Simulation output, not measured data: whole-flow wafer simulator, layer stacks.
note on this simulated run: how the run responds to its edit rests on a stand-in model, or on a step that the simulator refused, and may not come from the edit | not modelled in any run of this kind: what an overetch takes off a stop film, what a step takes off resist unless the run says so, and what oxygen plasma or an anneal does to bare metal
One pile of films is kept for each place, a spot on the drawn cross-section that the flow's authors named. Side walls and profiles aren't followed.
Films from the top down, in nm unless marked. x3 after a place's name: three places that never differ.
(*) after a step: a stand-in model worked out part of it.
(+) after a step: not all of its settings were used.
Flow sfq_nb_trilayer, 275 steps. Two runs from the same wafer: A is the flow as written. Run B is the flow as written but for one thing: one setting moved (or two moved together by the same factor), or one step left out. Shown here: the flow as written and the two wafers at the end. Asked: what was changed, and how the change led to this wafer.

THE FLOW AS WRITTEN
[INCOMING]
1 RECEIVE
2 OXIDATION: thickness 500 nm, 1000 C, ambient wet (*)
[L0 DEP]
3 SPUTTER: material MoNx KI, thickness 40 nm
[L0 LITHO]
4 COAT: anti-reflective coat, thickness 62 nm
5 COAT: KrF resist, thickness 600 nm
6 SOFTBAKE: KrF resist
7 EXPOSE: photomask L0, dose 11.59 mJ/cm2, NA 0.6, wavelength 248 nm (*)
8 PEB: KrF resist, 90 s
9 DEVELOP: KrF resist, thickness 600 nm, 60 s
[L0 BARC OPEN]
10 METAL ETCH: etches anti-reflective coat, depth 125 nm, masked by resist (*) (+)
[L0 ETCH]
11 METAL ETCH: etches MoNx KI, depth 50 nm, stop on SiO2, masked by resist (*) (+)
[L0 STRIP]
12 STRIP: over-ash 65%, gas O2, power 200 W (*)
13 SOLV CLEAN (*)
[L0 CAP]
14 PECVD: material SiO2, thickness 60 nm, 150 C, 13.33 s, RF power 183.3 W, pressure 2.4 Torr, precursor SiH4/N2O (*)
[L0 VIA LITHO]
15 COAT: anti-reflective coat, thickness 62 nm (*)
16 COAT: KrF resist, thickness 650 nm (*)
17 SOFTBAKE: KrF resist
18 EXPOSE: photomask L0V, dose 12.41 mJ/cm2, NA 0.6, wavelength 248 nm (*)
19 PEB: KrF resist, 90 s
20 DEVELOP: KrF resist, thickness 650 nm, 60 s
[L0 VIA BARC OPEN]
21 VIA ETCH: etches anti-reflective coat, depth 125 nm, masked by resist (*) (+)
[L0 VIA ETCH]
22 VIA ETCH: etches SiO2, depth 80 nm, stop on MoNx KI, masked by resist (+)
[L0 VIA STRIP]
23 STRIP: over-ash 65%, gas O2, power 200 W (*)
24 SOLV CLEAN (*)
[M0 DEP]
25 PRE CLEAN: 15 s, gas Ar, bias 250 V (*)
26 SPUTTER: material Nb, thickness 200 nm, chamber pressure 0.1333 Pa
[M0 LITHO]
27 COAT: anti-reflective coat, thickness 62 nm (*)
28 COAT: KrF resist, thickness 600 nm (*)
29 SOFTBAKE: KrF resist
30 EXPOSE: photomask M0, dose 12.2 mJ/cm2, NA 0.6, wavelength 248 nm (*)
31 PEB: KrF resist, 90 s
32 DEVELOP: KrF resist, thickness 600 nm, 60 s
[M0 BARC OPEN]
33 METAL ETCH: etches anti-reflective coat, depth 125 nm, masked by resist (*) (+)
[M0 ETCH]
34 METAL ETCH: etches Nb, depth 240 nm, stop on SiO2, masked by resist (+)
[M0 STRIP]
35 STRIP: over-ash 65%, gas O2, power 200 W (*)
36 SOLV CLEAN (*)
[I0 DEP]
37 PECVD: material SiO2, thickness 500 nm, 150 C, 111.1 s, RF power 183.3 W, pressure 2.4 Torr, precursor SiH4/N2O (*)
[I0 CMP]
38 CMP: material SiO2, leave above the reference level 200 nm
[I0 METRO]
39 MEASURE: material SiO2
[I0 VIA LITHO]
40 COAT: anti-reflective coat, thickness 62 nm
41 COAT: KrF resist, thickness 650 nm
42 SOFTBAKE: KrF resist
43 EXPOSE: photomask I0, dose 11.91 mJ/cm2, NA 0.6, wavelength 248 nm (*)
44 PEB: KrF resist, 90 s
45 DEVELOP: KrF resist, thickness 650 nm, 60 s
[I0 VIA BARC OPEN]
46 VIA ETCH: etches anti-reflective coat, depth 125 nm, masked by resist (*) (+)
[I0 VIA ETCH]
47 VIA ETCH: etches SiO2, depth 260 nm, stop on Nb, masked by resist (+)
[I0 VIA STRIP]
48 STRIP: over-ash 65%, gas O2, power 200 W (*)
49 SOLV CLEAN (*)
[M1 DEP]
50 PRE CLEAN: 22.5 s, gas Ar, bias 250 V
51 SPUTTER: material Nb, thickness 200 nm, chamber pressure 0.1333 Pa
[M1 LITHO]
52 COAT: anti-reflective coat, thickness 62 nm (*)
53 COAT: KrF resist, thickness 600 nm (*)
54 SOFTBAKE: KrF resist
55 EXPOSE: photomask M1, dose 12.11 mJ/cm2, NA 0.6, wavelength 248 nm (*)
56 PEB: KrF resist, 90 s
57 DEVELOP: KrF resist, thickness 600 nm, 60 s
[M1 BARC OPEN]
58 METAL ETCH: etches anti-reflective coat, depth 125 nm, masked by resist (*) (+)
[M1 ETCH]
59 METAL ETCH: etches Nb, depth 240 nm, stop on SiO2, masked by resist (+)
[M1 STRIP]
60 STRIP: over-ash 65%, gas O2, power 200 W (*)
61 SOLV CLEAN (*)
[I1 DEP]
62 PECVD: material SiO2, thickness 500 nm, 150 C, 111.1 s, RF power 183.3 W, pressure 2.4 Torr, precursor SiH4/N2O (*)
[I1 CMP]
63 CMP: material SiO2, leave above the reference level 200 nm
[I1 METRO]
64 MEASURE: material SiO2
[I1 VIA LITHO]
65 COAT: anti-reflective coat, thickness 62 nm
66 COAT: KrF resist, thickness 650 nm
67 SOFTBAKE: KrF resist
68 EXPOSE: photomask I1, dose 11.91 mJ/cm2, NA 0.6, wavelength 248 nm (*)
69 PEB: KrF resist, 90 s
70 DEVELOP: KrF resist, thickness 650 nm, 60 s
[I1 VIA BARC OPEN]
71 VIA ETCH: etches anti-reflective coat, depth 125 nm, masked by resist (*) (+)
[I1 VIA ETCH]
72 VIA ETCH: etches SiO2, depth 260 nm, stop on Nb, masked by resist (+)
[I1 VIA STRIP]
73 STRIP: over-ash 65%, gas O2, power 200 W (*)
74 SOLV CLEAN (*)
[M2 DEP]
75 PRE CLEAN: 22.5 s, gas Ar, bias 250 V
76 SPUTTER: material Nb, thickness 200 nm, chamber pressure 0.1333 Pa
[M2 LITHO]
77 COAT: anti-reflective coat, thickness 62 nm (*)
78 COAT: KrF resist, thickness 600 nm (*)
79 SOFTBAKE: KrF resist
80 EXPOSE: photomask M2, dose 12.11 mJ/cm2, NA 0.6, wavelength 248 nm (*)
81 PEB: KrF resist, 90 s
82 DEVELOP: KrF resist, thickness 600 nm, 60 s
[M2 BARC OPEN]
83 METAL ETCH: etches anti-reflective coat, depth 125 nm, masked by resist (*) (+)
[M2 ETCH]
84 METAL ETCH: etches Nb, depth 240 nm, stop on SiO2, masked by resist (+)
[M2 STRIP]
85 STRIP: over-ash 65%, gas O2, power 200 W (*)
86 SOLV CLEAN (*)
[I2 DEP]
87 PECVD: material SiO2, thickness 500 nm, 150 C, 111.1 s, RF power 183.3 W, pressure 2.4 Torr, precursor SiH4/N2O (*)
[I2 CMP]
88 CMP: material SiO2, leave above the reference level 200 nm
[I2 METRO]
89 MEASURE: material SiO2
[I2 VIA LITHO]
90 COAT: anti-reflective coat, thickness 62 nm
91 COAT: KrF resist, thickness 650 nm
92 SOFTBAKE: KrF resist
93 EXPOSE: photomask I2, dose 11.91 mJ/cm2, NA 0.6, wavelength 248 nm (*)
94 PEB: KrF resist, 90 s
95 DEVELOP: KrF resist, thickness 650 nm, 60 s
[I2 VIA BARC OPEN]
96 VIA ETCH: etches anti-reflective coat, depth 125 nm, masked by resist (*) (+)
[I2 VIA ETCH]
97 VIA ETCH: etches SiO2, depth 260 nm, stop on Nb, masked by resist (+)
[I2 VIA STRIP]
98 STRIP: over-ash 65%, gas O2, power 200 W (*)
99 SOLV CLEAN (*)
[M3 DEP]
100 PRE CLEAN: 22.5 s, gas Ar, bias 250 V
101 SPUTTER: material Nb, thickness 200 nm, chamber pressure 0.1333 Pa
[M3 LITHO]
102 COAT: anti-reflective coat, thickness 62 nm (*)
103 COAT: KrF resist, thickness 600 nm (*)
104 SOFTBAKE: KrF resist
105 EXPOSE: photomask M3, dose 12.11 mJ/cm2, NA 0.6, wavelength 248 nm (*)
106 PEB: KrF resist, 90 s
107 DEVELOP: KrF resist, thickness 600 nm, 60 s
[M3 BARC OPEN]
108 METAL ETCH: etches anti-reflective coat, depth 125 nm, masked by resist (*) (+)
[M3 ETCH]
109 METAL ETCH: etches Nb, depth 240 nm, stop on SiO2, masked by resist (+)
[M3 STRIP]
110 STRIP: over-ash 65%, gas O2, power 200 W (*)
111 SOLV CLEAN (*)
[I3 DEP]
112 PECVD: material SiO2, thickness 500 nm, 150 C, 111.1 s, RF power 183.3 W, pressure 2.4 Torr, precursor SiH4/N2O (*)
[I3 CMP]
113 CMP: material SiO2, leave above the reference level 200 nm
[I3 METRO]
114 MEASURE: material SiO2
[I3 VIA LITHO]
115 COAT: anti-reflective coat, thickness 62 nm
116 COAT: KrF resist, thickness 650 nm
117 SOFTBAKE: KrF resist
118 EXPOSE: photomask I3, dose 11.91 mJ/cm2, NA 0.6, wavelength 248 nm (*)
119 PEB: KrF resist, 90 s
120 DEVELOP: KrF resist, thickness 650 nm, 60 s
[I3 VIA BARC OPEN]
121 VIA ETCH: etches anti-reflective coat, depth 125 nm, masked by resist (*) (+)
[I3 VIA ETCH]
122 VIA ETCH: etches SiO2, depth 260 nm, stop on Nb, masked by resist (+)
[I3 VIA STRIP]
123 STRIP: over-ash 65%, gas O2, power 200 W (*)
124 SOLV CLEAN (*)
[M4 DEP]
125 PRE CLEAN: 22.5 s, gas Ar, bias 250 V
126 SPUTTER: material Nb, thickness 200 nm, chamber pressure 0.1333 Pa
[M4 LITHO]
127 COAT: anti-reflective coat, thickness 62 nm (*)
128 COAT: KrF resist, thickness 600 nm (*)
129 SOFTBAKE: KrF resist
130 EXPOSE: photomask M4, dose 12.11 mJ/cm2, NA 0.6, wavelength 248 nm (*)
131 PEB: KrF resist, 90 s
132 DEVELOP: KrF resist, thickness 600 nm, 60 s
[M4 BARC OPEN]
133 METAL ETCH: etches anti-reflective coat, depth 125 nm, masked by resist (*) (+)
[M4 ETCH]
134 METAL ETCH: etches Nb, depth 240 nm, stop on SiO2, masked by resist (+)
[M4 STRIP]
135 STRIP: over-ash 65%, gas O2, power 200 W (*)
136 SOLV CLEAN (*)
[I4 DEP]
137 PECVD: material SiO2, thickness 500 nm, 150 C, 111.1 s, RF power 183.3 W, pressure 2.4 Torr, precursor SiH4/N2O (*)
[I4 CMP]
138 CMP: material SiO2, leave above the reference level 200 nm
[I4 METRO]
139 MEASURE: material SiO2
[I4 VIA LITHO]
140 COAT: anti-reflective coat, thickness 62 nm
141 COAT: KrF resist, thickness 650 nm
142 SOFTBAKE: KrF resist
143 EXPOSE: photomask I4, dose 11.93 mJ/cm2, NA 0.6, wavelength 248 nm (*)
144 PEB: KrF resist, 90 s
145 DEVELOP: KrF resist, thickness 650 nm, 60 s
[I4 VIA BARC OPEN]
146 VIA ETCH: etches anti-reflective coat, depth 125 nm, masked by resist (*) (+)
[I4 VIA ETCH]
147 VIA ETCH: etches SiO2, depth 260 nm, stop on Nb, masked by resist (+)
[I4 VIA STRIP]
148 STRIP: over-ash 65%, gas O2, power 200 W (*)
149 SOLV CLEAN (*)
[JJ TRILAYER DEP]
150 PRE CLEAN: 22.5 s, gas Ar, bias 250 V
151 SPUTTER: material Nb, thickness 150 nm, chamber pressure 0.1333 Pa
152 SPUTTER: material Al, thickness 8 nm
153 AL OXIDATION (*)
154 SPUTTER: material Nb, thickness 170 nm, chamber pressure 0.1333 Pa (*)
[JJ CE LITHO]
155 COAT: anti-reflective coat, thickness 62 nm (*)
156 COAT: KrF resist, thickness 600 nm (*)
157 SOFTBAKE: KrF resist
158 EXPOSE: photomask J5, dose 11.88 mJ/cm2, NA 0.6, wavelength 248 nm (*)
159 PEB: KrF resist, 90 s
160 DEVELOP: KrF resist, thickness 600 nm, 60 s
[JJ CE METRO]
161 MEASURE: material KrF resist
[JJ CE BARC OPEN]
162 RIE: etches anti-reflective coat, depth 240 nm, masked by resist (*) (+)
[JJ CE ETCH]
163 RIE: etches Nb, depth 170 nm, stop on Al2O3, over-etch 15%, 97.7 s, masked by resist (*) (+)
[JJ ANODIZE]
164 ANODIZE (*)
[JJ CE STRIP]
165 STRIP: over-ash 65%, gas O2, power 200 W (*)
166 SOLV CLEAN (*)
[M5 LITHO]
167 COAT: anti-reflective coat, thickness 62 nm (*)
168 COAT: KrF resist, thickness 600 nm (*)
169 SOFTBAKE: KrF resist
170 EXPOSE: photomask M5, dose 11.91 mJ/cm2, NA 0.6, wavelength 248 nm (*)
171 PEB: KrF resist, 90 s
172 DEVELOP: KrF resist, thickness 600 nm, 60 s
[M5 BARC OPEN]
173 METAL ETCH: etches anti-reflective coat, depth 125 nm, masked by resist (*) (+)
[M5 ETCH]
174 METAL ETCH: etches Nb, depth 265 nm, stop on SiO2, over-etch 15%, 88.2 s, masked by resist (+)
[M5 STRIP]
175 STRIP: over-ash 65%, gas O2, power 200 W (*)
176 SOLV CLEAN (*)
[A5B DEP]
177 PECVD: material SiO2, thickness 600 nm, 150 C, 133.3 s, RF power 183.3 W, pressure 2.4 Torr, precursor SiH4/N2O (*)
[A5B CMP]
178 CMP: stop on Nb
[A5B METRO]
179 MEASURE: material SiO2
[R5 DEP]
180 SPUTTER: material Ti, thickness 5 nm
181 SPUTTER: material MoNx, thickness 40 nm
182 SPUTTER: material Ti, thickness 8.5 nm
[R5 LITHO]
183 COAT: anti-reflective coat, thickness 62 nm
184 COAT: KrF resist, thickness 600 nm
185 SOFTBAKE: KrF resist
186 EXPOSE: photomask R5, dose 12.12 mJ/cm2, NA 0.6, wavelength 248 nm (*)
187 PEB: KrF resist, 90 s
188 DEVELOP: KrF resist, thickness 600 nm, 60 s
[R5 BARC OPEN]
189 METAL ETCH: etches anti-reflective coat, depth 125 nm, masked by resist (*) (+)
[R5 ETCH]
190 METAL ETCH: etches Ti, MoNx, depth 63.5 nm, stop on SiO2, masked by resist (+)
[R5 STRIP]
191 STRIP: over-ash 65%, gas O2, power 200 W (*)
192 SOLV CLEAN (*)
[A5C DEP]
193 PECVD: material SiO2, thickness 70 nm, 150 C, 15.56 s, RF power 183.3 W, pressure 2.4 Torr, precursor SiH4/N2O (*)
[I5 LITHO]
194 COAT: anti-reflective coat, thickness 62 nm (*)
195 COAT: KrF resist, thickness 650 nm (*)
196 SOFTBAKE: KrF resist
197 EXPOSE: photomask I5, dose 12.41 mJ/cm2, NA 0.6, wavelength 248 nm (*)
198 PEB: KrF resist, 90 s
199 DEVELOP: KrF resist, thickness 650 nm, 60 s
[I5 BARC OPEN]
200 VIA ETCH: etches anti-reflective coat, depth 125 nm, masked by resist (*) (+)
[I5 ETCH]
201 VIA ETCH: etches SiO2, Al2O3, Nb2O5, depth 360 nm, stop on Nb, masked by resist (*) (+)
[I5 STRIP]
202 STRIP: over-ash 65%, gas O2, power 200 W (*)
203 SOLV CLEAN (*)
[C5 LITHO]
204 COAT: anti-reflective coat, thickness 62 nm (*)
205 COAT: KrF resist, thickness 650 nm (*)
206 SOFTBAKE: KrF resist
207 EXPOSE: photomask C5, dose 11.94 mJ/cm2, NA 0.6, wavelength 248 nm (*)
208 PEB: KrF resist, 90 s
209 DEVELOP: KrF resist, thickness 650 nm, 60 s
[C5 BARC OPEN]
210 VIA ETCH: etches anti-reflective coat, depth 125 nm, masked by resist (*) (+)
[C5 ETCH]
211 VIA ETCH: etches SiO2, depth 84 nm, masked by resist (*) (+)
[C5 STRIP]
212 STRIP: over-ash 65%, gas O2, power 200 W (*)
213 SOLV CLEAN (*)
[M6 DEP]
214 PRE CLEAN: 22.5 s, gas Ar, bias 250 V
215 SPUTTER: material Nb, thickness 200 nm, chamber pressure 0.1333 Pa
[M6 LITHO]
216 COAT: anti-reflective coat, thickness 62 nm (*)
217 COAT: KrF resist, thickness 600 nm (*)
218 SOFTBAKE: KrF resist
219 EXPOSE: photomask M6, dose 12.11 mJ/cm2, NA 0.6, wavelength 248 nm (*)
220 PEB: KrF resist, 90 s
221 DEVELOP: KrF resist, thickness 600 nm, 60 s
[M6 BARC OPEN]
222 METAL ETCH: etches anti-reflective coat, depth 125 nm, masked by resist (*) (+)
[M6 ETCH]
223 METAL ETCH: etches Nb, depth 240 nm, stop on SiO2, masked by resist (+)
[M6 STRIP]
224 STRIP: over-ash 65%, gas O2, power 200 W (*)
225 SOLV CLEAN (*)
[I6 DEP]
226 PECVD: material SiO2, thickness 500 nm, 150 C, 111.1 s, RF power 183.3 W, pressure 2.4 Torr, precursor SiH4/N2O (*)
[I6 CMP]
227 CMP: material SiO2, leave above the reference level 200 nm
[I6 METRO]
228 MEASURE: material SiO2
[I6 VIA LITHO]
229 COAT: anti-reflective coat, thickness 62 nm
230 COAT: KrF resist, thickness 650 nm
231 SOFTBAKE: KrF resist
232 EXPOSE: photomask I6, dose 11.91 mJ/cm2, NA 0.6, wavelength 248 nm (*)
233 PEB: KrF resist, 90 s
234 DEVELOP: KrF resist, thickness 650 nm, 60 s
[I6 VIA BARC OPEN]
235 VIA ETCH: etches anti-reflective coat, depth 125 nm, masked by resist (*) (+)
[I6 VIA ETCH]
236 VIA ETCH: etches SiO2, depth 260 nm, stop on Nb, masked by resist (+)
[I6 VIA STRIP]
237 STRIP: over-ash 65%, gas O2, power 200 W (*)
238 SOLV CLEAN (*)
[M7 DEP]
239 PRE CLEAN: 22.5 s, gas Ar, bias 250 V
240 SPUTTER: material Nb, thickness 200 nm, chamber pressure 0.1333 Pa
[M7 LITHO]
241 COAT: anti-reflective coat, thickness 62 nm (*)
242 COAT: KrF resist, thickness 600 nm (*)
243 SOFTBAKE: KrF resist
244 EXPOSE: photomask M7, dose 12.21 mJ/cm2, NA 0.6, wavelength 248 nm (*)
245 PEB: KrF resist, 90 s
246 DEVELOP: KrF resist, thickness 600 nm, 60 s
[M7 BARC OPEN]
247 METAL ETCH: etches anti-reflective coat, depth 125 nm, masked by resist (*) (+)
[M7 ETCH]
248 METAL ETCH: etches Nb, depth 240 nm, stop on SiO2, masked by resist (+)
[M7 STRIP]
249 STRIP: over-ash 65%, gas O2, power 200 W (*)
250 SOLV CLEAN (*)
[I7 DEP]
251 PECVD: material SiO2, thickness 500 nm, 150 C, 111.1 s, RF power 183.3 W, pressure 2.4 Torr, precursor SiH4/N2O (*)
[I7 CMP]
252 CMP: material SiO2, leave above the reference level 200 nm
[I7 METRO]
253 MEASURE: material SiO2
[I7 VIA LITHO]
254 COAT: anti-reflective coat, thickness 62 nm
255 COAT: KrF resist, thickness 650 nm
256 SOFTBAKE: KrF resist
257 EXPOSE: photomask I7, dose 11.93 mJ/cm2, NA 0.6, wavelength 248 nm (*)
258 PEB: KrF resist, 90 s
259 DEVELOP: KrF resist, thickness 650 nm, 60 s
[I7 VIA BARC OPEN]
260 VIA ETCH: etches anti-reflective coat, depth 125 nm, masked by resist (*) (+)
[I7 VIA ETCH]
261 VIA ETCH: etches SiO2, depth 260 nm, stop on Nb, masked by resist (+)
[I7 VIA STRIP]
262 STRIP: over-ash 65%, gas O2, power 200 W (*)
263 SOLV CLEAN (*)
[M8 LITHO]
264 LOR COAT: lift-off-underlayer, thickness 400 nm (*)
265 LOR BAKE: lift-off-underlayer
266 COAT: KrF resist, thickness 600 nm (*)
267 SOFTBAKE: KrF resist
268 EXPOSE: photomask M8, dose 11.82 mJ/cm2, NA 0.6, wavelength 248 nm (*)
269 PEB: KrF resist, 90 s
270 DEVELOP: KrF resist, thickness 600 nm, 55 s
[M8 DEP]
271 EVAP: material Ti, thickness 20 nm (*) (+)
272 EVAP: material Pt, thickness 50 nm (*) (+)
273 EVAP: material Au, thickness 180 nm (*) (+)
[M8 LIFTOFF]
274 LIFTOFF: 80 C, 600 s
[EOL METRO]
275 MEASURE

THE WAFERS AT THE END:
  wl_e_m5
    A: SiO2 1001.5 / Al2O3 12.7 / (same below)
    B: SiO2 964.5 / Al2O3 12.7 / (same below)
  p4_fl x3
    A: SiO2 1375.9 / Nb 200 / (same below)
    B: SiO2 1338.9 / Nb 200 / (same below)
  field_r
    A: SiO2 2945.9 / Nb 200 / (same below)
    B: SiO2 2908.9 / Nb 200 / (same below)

The cause: step 215, SPUTTER: thickness 163 nm was run, where the flow has thickness 200 nm.

How the change led to this, step by step:
  215 SPUTTER: material Nb, thickness 200 nm, chamber pressure 0.1333 Pa
      field_l, v_sur, via_wl and 100 more: A Nb +200 (new film) | B Nb +163 (new film)
      be: A Nb +147.3 | B Nb +120.4
      (and at 2 more places)
  216 COAT: anti-reflective coat, thickness 62 nm (*)
      be: A anti-reflective coat +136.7 (new film) | B anti-reflective coat +133.5 (new film)
  223 METAL ETCH: etches Nb, depth 240 nm, stop on SiO2, masked by resist (+)
      field_l, gap, moat and 76 more: A Nb -200 (all of it) | B Nb -163 (all of it)
  224 STRIP: over-ash 65%, gas O2, power 200 W (*)
      be: A KrF resist -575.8 (all of it), anti-reflective coat -136.7 (all of it) | B KrF resist -574.8 (all of it), anti-reflective coat -133.5 (all of it)
  226 PECVD: material SiO2, thickness 500 nm, 150 C, 111.1 s, RF power 183.3 W, pressure 2.4 Torr, precursor SiH4/N2O (*)
      gap, wl_a_sl, m6r_space_l x2: A SiO2 +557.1 | B SiO2 +520.1
      be: A SiO2 +693.5 (new film) | B SiO2 +679.6 (new film)
  227 CMP: material SiO2, leave above the reference level 200 nm
      field_l, p4_fl x3, p4_w1 x9 and 49 more: A SiO2 -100 | B SiO2 -137
      moat, field_r, lsp_l, ln_m5, lsp_m: A SiO2 -93.6 | B SiO2 -131.8
      (and at 9 more places)
